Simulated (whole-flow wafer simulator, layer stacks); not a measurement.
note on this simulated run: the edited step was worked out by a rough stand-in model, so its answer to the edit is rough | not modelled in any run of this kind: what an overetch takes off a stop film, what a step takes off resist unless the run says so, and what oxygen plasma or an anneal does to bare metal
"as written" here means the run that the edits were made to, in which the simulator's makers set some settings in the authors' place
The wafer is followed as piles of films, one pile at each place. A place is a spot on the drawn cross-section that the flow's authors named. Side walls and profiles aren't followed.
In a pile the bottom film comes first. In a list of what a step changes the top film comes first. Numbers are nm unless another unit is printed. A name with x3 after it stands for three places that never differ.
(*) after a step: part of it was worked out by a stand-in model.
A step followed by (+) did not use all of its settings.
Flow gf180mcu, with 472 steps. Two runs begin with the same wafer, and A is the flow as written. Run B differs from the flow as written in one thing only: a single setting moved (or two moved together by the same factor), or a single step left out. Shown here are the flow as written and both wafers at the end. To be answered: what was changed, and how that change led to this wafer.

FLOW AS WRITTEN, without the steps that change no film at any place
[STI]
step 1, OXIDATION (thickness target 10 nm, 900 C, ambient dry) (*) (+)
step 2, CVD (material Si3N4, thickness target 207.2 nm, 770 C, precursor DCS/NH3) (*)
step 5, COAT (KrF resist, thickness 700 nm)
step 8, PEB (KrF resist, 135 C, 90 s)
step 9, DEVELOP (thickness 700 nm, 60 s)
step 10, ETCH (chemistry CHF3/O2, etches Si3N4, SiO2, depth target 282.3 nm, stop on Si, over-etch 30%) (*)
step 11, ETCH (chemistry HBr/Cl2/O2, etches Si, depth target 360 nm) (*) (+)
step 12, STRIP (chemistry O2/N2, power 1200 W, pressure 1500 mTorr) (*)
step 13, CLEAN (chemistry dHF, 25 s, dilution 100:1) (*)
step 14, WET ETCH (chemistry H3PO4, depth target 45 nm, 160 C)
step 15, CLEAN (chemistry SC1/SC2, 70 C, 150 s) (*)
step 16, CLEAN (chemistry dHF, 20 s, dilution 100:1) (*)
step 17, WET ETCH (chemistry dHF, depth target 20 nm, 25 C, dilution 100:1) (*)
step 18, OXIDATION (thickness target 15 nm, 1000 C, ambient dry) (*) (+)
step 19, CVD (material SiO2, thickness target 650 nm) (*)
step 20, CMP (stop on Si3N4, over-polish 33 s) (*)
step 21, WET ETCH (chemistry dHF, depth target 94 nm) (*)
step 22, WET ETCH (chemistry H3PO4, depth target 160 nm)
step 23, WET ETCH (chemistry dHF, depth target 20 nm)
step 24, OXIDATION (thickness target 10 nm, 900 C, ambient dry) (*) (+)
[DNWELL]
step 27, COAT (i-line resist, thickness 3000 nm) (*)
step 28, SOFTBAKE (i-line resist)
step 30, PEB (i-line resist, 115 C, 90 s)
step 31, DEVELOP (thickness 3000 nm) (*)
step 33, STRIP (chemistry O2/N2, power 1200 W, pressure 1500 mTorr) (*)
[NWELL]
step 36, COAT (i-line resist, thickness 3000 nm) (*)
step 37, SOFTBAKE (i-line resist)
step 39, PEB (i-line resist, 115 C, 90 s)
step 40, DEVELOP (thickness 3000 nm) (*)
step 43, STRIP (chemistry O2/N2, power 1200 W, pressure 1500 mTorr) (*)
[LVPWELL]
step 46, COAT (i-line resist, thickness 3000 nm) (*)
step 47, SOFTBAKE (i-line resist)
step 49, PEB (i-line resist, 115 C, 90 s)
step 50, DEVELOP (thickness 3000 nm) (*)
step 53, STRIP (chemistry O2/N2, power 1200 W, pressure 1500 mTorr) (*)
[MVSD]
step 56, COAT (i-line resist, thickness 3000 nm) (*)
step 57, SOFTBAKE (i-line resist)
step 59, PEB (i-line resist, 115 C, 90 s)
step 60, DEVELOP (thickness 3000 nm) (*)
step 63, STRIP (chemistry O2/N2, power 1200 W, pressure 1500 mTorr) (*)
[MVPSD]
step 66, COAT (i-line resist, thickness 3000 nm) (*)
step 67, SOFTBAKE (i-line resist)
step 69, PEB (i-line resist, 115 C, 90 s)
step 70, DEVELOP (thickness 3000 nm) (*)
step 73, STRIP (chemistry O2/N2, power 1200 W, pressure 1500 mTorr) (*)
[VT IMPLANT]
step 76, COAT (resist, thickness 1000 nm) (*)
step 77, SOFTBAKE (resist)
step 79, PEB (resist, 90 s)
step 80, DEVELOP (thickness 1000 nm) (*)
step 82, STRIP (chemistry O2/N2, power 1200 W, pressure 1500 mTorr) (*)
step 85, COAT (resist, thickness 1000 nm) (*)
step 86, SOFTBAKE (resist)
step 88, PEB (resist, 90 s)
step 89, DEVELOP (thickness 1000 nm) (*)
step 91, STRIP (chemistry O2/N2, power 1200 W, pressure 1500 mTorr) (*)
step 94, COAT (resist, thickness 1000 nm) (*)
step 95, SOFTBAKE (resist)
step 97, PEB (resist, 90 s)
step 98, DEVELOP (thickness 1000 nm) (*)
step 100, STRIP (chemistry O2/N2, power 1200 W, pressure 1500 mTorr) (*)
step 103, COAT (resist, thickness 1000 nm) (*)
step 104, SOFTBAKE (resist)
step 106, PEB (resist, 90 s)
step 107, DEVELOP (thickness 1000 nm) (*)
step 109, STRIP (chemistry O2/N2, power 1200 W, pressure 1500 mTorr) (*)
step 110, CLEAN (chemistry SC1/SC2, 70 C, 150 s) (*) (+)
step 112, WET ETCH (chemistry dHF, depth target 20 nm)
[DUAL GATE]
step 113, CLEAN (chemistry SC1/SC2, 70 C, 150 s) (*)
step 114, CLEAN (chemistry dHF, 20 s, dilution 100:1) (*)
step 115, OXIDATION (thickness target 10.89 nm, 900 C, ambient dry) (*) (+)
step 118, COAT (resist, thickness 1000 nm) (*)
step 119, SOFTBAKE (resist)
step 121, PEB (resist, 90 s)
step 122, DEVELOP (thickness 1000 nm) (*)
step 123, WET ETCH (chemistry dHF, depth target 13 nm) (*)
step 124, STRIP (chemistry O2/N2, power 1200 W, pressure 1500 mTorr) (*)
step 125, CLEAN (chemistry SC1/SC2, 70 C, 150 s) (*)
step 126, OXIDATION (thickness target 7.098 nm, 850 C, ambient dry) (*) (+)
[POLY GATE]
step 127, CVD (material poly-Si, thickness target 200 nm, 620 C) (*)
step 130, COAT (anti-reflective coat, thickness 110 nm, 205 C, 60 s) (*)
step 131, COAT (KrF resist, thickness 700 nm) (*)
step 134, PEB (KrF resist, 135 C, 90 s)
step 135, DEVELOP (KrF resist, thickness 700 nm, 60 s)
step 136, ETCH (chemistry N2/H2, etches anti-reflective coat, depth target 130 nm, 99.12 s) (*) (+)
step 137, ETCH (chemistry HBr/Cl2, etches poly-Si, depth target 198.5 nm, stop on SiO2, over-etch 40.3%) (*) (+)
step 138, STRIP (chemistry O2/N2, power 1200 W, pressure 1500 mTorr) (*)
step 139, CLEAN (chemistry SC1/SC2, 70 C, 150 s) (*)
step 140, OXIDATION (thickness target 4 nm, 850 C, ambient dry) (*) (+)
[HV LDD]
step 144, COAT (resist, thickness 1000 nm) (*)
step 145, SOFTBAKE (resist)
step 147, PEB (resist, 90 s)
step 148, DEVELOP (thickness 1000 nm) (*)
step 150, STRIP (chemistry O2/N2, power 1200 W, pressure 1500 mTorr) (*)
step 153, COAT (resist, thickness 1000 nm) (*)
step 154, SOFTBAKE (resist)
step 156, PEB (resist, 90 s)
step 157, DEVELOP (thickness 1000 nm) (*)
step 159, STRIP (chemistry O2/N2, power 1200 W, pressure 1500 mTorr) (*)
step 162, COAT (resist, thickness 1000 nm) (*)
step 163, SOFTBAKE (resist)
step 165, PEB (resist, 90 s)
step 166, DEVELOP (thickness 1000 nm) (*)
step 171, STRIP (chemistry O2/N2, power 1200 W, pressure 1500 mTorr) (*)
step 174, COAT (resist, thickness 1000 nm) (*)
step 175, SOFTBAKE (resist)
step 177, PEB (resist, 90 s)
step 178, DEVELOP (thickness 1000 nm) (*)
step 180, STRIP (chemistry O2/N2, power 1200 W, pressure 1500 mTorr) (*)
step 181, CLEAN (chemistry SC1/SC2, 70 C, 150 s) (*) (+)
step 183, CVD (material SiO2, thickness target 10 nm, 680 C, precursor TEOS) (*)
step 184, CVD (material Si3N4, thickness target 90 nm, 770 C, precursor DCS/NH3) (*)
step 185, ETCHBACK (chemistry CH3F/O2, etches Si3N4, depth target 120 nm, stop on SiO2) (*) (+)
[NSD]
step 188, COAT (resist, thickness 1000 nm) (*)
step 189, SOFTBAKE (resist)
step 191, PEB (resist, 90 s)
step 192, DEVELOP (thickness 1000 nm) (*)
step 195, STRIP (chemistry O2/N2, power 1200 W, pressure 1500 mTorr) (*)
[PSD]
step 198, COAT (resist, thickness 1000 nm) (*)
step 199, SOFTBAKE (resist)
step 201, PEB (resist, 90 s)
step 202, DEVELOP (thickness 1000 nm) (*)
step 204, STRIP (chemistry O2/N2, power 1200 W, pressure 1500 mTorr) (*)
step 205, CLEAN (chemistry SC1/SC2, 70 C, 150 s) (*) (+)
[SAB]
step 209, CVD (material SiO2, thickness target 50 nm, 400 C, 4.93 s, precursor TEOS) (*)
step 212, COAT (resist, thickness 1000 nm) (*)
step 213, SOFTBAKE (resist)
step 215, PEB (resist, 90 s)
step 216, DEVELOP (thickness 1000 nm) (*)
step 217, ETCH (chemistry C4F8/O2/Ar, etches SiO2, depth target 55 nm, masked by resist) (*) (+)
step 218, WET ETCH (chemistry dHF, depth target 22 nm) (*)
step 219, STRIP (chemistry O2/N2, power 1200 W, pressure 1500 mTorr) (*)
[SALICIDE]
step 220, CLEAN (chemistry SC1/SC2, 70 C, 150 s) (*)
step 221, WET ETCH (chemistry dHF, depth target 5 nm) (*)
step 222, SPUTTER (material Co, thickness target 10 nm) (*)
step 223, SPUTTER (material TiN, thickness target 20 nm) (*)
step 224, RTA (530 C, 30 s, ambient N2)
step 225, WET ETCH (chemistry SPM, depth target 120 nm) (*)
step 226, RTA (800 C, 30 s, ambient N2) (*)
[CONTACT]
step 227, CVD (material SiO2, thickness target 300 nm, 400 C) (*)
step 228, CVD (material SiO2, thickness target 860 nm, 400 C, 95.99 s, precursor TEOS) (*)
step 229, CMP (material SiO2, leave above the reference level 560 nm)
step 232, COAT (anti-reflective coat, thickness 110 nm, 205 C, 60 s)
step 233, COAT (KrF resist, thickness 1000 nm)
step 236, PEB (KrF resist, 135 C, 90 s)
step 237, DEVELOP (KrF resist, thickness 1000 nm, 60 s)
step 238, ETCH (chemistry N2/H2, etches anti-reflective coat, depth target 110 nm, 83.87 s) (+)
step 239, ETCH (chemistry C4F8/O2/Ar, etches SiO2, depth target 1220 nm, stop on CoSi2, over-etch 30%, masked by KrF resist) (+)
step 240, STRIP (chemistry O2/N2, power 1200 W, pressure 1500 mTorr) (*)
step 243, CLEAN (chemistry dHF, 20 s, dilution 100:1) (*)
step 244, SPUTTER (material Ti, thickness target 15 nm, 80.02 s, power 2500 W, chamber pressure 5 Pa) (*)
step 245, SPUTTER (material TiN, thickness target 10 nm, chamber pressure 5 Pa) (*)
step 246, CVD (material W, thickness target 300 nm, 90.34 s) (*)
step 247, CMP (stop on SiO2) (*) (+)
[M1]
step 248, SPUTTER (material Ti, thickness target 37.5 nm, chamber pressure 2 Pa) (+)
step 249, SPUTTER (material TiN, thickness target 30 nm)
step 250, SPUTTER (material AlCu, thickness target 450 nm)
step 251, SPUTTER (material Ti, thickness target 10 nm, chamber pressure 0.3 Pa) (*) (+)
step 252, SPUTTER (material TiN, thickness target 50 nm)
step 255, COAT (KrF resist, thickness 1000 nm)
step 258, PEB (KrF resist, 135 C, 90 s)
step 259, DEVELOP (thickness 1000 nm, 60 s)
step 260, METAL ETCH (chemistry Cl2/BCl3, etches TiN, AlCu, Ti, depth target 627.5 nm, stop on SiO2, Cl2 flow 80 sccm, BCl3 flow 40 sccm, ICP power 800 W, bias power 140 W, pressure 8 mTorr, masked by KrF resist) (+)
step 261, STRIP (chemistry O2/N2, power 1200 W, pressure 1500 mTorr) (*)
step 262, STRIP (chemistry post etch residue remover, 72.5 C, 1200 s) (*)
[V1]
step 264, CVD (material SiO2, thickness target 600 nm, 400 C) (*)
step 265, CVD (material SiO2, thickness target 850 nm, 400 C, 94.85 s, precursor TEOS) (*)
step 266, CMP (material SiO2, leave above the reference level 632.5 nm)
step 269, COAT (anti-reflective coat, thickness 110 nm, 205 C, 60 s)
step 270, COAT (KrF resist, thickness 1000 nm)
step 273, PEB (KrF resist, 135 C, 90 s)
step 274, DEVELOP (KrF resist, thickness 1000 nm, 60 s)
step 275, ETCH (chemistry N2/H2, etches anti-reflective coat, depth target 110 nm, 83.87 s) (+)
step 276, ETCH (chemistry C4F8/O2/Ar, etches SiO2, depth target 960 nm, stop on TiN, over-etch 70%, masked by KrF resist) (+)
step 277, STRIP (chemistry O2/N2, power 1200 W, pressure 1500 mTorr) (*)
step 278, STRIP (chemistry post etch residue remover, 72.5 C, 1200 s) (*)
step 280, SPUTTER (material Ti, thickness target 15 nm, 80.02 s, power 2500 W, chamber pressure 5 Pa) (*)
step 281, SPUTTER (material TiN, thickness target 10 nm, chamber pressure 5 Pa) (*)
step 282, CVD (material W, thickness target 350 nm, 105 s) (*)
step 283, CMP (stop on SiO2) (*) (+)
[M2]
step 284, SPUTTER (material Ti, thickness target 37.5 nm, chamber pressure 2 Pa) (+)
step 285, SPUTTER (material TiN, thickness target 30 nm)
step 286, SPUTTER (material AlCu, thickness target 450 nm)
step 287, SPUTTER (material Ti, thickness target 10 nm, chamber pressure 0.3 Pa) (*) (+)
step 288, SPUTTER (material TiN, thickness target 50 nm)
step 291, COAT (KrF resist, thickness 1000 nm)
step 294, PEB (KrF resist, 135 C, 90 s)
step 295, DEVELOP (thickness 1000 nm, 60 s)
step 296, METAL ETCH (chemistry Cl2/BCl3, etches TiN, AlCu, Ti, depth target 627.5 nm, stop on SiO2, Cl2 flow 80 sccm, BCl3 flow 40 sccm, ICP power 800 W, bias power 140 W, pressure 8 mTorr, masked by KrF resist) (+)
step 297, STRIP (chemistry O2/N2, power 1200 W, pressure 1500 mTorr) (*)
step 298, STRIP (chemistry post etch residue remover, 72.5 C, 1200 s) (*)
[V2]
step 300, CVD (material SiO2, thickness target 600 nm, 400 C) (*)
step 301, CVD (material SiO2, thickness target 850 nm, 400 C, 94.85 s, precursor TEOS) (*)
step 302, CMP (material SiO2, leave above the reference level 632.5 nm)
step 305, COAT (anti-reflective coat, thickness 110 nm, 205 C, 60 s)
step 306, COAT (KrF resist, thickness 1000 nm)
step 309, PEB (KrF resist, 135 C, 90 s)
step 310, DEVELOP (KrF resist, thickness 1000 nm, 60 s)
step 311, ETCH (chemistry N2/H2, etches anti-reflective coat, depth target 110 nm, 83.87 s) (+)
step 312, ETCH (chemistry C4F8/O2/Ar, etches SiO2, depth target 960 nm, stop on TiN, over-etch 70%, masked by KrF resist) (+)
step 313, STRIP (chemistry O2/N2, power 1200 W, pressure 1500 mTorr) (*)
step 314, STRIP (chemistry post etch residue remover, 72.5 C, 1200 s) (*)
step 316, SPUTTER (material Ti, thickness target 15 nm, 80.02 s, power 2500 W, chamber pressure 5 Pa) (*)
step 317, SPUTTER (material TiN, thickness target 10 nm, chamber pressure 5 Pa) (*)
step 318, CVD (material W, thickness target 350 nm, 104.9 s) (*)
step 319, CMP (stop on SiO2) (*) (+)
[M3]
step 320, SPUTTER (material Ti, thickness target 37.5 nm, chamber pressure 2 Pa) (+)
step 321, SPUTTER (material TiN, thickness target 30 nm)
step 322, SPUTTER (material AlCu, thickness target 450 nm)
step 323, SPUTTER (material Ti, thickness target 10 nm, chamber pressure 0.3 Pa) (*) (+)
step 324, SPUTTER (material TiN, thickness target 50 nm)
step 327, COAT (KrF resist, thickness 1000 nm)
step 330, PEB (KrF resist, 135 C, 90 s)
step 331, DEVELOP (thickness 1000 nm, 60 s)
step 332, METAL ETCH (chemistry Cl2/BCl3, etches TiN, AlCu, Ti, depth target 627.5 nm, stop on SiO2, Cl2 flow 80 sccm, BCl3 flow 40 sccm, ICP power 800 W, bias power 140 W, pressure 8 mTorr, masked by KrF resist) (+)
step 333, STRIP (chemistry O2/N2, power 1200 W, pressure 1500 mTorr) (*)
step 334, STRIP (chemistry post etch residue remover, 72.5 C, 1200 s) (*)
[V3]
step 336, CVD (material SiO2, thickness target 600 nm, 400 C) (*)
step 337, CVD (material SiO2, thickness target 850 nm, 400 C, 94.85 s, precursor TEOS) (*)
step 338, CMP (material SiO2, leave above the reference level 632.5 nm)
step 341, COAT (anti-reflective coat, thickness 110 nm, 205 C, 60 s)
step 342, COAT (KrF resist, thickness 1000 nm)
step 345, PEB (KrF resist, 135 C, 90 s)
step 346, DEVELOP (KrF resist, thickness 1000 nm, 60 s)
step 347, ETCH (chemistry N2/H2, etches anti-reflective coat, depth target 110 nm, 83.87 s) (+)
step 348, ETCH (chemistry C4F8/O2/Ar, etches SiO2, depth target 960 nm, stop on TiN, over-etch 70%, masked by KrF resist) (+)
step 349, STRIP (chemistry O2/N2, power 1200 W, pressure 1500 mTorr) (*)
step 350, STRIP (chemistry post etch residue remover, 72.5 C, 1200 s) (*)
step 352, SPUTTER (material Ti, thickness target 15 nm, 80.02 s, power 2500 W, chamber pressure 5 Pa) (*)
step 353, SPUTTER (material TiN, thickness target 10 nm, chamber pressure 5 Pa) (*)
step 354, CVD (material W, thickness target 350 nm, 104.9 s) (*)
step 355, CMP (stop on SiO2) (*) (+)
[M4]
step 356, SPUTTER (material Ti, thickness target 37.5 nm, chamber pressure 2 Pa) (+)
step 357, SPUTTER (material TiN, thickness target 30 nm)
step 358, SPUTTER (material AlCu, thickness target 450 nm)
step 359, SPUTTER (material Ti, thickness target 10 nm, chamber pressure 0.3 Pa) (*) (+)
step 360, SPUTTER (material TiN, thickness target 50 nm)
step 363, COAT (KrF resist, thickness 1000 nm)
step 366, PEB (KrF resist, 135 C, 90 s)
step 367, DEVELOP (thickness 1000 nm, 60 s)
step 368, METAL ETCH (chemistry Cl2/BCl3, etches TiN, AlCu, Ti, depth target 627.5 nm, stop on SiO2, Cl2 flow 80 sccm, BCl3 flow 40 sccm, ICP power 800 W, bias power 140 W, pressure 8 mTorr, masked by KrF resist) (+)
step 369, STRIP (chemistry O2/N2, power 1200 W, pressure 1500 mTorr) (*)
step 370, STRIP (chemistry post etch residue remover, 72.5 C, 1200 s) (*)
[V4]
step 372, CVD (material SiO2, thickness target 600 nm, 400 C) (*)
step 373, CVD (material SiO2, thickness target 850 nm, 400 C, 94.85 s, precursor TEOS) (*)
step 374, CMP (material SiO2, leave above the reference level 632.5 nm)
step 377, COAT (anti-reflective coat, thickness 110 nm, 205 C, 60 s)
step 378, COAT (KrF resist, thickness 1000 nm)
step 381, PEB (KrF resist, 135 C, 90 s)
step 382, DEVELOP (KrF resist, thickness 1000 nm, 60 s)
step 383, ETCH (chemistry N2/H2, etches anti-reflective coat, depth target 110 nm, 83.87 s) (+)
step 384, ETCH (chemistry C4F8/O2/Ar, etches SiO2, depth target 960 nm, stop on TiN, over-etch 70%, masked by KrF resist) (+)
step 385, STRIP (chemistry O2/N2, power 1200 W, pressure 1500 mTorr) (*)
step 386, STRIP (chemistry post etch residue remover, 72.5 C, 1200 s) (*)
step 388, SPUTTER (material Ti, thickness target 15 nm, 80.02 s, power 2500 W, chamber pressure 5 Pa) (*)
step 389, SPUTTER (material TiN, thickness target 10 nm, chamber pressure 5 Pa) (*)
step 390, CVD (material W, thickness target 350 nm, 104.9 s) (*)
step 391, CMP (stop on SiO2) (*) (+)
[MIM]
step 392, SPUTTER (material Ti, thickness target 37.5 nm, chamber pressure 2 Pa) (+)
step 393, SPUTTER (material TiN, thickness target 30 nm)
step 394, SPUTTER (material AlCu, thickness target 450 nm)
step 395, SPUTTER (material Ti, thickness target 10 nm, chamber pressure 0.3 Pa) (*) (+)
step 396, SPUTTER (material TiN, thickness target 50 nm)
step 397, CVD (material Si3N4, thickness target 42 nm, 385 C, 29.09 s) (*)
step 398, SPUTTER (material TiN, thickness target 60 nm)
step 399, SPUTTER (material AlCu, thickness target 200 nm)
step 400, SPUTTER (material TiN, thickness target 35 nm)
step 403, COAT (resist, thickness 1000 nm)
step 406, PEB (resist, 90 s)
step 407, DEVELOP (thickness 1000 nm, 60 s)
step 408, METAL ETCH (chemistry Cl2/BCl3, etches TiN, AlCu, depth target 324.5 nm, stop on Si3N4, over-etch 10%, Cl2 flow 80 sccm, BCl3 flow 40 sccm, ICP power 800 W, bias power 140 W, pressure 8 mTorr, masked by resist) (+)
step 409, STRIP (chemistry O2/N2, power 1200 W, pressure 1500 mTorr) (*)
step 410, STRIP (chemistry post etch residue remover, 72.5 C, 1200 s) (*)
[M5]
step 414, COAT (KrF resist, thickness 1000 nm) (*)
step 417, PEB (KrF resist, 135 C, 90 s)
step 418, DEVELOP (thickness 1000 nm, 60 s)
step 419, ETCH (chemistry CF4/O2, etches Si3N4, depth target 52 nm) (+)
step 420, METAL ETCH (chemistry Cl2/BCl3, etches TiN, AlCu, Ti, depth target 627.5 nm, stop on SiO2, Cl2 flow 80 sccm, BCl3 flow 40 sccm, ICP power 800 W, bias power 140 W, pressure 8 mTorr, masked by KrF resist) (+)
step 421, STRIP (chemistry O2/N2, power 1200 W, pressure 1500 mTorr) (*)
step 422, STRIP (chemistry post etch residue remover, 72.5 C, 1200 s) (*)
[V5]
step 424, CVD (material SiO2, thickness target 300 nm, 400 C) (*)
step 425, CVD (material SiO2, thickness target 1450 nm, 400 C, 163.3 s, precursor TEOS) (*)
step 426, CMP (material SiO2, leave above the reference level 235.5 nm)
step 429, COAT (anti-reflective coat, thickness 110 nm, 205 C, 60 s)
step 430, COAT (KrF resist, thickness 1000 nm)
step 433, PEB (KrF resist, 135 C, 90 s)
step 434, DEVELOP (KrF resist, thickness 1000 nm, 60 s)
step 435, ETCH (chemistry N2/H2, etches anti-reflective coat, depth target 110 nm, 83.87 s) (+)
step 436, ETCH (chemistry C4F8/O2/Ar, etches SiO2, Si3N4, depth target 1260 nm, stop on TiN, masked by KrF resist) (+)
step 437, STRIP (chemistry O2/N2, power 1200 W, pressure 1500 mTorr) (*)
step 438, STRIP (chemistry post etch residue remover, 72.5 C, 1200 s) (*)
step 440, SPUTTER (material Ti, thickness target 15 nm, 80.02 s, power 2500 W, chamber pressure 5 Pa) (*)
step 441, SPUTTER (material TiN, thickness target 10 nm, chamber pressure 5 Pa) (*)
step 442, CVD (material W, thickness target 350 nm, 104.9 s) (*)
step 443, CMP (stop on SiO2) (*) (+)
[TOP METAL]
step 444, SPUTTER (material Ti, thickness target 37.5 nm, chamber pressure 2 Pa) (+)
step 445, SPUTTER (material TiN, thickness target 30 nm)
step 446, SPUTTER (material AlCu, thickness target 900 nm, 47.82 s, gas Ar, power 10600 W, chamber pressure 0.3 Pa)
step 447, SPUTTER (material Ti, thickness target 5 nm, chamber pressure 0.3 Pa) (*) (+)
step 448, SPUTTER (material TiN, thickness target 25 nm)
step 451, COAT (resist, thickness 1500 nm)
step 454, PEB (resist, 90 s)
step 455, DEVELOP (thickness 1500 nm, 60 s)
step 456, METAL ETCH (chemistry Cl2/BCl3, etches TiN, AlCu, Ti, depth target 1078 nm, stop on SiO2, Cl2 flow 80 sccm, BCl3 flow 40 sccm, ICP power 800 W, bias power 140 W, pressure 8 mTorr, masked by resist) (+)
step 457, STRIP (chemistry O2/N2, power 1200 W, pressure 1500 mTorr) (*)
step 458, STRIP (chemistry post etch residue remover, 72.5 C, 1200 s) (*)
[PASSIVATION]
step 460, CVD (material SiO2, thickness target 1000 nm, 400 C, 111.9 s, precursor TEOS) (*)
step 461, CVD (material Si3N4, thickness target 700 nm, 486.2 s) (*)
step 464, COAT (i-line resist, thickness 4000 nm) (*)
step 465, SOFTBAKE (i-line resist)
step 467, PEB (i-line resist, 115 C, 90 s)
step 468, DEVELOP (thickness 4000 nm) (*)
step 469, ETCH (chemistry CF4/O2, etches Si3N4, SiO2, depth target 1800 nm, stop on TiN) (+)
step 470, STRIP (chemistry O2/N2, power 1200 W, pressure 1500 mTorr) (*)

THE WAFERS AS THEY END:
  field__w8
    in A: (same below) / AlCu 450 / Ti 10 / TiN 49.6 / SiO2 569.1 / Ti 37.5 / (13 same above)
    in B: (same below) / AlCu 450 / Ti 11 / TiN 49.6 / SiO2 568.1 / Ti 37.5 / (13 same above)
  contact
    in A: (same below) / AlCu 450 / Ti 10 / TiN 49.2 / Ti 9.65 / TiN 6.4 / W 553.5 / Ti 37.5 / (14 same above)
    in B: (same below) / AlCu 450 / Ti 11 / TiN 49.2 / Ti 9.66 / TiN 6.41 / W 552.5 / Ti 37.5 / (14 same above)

Cause: step 359, SPUTTER: thickness target 11 nm was run, while the flow as written has thickness target 10 nm.
The wafer itself shows it: field__w8 has Ti 11, and step 359 as written asks for 10 nm.

The path from the change to this, step by step:
  step 359, SPUTTER (material Ti, thickness target 10 nm, chamber pressure 0.3 Pa) (*) (+)
      field, field__w1, field__w2 and 108 more: A Ti gains 10 (new film) | B Ti gains 11 (new film)
  step 368, METAL ETCH (chemistry Cl2/BCl3, etches TiN, AlCu, Ti, depth target 627.5 nm, stop on SiO2, Cl2 flow 80 sccm, BCl3 flow 40 sccm, ICP power 800 W, bias power 140 W, pressure 8 mTorr, masked by KrF resist) (+)
      field, field__w1, field__w2 and 103 more: A TiN loses 50 (all of it), Ti loses 10 (all of it), AlCu loses 450 (all of it), TiN loses 30 (all of it), Ti loses 37.5 (all of it) | B TiN loses 50 (all of it), Ti loses 11 (all of it), AlCu loses 450 (all of it), TiN loses 30 (all of it), Ti loses 37.5 (all of it)
